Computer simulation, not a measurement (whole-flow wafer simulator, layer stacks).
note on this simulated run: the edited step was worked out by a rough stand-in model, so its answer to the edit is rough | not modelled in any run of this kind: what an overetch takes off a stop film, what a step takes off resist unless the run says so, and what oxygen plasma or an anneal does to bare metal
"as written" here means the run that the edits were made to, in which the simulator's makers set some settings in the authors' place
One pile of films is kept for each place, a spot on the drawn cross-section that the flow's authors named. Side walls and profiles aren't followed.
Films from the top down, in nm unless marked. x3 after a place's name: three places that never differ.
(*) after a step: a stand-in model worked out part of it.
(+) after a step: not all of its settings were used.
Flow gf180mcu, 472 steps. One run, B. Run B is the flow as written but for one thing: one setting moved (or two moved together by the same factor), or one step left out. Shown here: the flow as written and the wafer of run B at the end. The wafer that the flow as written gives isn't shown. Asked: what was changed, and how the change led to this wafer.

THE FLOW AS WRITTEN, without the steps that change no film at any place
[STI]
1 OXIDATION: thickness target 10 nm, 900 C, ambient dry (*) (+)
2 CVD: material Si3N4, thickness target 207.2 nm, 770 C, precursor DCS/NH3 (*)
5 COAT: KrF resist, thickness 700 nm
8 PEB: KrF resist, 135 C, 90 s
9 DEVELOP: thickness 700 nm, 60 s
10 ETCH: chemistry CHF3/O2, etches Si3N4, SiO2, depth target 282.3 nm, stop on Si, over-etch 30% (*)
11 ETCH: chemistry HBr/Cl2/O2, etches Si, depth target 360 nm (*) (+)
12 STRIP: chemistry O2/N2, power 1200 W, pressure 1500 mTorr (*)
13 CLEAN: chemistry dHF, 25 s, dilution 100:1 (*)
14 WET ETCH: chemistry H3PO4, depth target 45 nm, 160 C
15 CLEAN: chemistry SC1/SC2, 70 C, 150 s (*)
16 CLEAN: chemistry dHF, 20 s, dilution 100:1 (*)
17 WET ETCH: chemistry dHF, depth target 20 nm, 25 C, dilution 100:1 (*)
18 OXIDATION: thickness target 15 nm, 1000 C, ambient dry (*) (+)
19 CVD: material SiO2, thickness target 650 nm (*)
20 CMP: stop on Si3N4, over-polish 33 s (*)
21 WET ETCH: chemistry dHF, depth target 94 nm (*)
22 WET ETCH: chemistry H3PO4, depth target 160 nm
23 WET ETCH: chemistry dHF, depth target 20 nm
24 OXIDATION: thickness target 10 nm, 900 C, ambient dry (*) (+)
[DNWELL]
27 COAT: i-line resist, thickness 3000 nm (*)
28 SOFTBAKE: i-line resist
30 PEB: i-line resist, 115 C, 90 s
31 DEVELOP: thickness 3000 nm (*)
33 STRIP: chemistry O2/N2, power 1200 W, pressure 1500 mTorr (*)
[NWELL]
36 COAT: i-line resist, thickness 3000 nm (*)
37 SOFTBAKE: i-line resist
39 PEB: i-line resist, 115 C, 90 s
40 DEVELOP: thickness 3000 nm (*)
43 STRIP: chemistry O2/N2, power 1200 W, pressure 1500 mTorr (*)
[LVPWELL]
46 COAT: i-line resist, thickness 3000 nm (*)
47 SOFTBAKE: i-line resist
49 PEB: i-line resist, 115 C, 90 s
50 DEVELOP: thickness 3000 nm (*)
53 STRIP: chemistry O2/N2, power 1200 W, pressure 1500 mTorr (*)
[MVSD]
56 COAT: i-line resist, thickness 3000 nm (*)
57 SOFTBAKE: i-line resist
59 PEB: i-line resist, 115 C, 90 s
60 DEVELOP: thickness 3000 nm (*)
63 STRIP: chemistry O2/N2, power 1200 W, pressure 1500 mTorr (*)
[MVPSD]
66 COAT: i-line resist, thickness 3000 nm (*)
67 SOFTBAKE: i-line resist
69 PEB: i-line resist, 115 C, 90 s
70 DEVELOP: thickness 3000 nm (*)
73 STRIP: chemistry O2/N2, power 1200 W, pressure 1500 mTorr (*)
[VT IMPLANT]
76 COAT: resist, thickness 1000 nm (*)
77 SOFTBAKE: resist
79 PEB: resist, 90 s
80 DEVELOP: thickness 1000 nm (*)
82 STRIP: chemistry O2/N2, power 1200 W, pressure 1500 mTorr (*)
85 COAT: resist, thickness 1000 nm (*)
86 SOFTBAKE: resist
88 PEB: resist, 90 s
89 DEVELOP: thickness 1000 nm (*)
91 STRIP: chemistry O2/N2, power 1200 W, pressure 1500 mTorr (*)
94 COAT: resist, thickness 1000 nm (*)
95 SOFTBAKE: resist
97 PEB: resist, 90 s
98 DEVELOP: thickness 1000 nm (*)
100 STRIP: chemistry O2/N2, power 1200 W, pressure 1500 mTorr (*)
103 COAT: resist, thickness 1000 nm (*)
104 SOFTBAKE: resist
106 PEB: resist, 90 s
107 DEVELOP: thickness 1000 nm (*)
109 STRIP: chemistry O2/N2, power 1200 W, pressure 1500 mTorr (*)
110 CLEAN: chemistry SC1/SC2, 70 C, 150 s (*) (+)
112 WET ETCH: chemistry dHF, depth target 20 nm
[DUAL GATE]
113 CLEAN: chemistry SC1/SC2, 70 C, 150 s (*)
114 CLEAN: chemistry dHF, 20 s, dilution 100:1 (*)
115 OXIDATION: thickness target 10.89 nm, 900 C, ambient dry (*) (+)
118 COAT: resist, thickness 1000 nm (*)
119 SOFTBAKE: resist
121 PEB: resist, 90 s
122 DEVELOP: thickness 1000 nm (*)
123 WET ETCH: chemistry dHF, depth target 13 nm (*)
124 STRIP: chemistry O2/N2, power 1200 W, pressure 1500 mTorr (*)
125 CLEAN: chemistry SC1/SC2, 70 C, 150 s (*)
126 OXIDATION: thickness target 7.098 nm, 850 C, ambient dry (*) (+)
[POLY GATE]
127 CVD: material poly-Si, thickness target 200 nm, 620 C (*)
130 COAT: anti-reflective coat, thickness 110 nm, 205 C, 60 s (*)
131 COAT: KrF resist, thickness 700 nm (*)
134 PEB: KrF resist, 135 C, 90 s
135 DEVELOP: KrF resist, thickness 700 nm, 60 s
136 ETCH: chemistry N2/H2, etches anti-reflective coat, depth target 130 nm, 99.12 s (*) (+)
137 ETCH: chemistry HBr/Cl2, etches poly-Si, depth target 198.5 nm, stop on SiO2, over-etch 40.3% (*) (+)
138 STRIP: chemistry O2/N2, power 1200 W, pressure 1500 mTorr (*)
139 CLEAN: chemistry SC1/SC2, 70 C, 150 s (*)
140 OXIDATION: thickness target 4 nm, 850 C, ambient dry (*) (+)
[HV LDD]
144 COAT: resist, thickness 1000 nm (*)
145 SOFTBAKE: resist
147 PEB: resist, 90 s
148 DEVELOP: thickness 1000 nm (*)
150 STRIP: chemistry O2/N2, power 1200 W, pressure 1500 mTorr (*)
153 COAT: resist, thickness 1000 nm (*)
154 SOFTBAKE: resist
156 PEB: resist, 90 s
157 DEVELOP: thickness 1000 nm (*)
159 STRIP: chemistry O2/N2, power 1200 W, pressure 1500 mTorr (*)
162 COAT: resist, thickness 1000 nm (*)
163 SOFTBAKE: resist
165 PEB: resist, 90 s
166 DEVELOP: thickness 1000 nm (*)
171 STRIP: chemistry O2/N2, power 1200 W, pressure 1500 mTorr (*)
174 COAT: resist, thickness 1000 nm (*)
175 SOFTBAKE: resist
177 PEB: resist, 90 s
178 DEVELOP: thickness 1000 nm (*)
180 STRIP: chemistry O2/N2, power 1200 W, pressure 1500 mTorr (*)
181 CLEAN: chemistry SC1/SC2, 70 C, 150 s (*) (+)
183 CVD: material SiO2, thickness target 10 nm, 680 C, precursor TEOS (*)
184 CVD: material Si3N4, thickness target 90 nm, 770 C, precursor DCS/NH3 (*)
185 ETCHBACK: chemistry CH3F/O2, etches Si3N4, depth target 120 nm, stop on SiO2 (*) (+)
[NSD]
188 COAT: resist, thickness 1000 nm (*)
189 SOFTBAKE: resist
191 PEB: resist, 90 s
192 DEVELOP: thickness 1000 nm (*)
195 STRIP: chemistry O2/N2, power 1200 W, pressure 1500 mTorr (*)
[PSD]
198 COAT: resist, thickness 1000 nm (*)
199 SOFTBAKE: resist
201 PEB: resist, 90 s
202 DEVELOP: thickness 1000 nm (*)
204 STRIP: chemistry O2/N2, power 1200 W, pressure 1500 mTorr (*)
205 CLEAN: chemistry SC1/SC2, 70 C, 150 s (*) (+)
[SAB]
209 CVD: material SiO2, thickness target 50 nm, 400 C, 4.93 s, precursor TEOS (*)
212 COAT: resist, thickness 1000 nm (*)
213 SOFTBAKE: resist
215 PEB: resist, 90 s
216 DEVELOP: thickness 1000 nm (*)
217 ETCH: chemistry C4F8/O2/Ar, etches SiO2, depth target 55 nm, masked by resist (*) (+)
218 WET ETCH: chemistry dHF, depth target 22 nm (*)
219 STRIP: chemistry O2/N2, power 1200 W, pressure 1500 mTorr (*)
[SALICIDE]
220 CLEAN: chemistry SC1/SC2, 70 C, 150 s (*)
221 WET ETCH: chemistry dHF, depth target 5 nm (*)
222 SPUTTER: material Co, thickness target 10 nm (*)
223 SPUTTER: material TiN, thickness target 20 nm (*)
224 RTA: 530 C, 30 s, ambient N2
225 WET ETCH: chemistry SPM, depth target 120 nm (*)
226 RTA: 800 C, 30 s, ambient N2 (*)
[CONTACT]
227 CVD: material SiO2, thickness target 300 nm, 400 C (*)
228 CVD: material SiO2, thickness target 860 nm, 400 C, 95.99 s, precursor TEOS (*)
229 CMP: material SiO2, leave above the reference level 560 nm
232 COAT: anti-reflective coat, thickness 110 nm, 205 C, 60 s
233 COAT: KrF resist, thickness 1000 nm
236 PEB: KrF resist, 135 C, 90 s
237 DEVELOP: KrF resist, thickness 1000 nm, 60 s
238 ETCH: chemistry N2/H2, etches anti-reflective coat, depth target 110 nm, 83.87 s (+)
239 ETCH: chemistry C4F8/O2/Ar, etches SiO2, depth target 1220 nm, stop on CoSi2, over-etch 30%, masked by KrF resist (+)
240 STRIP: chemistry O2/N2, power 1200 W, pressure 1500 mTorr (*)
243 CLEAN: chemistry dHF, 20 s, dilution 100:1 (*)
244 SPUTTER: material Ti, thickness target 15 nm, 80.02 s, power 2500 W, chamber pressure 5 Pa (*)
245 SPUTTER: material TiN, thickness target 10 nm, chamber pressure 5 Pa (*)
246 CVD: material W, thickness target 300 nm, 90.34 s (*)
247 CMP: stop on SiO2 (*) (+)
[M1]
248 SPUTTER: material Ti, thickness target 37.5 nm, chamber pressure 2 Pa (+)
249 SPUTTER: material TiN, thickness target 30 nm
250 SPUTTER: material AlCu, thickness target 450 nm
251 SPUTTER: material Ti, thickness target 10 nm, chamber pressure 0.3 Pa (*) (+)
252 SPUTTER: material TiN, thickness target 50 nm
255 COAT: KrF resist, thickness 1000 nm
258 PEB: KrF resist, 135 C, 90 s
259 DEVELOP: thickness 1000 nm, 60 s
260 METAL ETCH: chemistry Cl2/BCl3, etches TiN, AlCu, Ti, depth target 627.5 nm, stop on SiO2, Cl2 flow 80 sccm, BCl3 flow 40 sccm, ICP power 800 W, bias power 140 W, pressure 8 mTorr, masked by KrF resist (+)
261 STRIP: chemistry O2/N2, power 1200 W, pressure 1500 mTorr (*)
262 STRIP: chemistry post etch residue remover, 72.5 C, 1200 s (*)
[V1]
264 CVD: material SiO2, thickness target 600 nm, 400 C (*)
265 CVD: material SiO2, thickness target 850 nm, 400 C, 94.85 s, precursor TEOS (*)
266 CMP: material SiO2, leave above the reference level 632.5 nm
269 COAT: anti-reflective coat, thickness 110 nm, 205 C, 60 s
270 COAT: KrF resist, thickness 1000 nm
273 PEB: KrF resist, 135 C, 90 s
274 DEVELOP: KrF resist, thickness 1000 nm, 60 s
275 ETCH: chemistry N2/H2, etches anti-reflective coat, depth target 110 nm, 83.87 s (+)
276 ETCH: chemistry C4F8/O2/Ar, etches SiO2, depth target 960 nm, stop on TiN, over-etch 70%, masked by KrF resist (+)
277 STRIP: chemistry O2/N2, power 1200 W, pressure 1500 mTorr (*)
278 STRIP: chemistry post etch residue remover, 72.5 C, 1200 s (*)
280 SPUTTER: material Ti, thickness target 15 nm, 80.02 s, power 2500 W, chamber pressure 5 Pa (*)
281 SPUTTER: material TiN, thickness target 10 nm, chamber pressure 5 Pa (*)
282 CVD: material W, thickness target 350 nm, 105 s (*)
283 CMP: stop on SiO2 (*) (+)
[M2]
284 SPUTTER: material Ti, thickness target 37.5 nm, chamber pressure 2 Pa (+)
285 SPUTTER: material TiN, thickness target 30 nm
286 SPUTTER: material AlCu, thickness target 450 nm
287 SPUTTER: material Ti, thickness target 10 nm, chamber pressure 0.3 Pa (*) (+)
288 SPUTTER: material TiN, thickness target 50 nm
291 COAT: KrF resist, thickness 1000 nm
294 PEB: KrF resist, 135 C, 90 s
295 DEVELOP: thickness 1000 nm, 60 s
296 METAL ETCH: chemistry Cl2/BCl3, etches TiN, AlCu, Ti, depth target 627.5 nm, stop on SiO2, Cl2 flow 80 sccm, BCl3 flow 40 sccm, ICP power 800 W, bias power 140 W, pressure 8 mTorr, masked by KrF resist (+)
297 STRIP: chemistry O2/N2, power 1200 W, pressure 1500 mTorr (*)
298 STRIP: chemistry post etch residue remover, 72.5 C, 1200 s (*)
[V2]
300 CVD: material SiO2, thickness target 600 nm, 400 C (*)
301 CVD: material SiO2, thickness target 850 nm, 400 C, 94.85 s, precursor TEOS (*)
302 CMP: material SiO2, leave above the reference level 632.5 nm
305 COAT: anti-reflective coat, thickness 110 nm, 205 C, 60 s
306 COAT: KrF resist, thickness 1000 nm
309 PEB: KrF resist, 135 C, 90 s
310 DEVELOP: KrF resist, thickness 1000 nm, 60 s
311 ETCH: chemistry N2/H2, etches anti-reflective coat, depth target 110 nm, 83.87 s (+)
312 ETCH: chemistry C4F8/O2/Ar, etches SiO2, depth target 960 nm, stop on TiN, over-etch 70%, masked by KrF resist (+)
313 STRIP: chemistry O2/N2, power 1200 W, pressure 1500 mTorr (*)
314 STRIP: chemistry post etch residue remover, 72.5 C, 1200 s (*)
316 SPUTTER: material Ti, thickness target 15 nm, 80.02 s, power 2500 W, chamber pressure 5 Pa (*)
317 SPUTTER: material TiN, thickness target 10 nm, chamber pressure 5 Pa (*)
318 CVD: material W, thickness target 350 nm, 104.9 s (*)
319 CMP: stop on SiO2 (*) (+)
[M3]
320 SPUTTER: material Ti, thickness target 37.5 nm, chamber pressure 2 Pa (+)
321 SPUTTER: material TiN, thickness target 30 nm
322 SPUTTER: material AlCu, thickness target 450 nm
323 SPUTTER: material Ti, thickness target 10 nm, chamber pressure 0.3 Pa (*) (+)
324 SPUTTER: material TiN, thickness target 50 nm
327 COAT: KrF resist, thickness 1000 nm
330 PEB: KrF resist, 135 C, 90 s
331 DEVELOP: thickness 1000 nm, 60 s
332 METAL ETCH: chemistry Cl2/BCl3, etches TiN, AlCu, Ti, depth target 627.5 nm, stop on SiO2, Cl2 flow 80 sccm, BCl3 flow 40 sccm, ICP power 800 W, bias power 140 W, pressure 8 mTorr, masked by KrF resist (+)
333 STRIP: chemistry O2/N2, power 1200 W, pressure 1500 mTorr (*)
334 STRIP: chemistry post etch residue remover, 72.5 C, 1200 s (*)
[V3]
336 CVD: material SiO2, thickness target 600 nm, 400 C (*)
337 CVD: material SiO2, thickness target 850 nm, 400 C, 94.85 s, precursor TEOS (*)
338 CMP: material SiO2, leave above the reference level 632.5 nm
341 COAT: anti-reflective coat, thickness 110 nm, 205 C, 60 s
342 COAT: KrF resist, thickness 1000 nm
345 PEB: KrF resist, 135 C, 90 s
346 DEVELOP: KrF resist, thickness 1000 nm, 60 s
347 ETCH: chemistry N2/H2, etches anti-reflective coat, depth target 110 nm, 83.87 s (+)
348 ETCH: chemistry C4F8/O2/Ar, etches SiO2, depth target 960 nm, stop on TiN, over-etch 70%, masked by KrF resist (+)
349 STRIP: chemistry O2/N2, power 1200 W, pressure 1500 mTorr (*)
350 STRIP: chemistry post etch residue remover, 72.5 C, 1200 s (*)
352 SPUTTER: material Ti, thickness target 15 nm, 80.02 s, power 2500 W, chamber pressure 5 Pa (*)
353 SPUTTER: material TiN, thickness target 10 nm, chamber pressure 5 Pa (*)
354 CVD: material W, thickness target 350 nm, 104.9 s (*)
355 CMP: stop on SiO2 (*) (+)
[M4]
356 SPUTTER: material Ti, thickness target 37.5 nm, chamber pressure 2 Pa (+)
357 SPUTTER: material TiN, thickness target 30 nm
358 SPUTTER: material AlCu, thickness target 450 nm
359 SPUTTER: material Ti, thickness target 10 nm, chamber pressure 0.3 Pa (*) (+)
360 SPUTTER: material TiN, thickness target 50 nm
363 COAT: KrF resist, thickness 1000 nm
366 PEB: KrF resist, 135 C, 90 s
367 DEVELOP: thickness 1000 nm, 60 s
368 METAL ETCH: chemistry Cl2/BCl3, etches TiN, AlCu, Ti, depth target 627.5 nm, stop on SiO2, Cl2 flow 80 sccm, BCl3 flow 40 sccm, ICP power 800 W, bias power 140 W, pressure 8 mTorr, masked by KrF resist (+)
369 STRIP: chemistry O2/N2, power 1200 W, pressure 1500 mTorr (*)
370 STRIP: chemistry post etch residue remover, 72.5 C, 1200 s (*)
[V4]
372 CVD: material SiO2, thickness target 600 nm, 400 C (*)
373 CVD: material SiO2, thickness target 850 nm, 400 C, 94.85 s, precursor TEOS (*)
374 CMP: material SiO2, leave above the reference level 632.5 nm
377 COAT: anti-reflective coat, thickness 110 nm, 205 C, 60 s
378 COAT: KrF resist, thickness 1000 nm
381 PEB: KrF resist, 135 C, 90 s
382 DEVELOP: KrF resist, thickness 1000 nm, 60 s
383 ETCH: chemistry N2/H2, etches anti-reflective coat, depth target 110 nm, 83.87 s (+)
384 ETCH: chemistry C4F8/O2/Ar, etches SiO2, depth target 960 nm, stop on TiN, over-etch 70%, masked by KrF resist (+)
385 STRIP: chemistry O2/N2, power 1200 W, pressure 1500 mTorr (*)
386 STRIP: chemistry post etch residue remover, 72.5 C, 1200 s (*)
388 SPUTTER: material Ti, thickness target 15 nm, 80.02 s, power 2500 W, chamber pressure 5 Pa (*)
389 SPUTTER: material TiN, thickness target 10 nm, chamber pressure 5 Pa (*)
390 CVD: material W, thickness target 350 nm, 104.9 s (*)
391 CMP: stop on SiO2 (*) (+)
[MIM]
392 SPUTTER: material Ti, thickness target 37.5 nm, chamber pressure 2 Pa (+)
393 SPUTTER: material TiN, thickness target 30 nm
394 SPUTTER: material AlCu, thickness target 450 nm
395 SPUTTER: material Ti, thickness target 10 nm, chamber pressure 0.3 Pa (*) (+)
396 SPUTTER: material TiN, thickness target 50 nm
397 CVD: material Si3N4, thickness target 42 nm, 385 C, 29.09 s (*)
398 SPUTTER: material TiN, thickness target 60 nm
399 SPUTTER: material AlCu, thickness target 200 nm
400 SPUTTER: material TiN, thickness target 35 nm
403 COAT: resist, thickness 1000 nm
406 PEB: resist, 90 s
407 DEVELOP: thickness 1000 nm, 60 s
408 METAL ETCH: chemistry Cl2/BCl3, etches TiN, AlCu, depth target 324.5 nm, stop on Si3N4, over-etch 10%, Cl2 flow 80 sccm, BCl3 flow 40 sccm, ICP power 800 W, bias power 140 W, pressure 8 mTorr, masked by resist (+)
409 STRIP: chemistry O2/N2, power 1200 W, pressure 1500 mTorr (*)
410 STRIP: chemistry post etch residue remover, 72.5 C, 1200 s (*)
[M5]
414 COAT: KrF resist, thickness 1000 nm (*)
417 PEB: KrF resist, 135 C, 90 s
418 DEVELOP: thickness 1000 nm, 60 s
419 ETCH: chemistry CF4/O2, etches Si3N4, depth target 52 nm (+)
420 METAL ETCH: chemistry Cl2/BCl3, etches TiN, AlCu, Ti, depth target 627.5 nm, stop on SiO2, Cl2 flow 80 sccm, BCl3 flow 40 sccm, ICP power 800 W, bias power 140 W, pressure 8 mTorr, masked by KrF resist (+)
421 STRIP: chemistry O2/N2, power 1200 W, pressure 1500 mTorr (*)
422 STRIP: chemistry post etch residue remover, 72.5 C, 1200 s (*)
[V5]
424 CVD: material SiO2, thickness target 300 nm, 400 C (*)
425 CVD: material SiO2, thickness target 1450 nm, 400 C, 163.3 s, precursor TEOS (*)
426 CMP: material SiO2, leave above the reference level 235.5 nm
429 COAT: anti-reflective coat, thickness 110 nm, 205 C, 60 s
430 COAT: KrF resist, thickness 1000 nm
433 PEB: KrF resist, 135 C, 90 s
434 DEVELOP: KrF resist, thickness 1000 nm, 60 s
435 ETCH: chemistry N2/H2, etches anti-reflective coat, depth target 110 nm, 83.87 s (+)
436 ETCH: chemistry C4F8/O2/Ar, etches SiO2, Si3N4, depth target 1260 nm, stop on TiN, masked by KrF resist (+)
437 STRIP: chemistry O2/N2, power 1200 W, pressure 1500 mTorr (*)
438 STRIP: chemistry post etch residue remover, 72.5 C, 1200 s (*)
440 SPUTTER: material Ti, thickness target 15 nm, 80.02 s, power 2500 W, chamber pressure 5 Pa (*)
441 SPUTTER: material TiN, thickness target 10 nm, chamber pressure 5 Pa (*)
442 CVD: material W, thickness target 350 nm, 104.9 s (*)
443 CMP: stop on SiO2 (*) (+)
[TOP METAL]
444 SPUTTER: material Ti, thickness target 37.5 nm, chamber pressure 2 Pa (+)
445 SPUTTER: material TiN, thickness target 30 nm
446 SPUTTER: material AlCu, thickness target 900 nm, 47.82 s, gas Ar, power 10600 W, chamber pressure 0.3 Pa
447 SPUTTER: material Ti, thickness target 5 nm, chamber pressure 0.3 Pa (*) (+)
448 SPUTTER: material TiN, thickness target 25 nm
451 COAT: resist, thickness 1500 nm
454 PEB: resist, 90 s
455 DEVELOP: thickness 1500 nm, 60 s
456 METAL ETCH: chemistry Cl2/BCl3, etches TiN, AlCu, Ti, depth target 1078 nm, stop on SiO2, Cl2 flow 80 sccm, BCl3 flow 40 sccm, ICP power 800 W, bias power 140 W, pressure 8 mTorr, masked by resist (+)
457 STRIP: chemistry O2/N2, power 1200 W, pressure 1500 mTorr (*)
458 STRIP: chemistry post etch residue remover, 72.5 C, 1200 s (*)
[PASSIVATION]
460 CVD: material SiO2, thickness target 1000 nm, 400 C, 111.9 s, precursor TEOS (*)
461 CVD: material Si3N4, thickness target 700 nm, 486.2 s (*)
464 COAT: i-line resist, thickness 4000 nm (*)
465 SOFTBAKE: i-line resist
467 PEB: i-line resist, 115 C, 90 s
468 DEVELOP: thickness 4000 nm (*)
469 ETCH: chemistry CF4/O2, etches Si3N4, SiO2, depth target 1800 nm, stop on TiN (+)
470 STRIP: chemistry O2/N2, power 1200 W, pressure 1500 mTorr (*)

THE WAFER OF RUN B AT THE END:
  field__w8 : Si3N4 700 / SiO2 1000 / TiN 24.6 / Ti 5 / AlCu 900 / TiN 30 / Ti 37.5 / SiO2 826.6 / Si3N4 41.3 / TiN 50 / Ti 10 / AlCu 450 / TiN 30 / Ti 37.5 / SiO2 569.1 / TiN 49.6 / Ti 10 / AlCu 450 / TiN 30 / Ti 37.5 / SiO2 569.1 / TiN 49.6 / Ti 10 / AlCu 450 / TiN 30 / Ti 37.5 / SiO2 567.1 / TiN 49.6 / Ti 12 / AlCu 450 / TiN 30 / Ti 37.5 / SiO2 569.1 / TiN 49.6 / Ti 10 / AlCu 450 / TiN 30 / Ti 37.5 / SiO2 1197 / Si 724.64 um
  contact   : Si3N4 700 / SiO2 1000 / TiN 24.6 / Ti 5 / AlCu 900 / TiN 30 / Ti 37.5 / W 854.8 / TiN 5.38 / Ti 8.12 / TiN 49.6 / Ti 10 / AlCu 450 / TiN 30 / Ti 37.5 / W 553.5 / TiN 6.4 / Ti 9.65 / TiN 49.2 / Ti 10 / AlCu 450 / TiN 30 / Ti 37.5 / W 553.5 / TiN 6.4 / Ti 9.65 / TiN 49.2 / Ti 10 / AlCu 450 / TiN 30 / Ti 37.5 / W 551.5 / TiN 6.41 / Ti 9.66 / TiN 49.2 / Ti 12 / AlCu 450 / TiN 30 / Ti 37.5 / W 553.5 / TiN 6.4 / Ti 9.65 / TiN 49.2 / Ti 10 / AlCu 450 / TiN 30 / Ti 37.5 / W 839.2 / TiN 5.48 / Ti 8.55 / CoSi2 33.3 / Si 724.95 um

The cause: step 287, SPUTTER: thickness target 12 nm was run, where the flow has thickness target 10 nm.
It can be read off the wafer: field__w8 has Ti 12, and step 287 as written asks for 10 nm.

How the change led to this, step by step:
  287 SPUTTER: material Ti, thickness target 10 nm, chamber pressure 0.3 Pa (*) (+)
      field, field__w1, field__w2 and 108 more: Ti +12 (new film) (as written it would be: Ti +10 (new film))
  296 METAL ETCH: chemistry Cl2/BCl3, etches TiN, AlCu, Ti, depth target 627.5 nm, stop on SiO2, Cl2 flow 80 sccm, BCl3 flow 40 sccm, ICP power 800 W, bias power 140 W, pressure 8 mTorr, masked by KrF resist (+)
      field, field__w1, field__w2 and 103 more: TiN -50 (all of it), Ti -12 (all of it), AlCu -450 (all of it), TiN -30 (all of it), Ti -37.5 (all of it) (as written it would be: TiN -50 (all of it), Ti -10 (all of it), AlCu -450 (all of it), TiN -30 (all of it), Ti -37.5 (all of it))
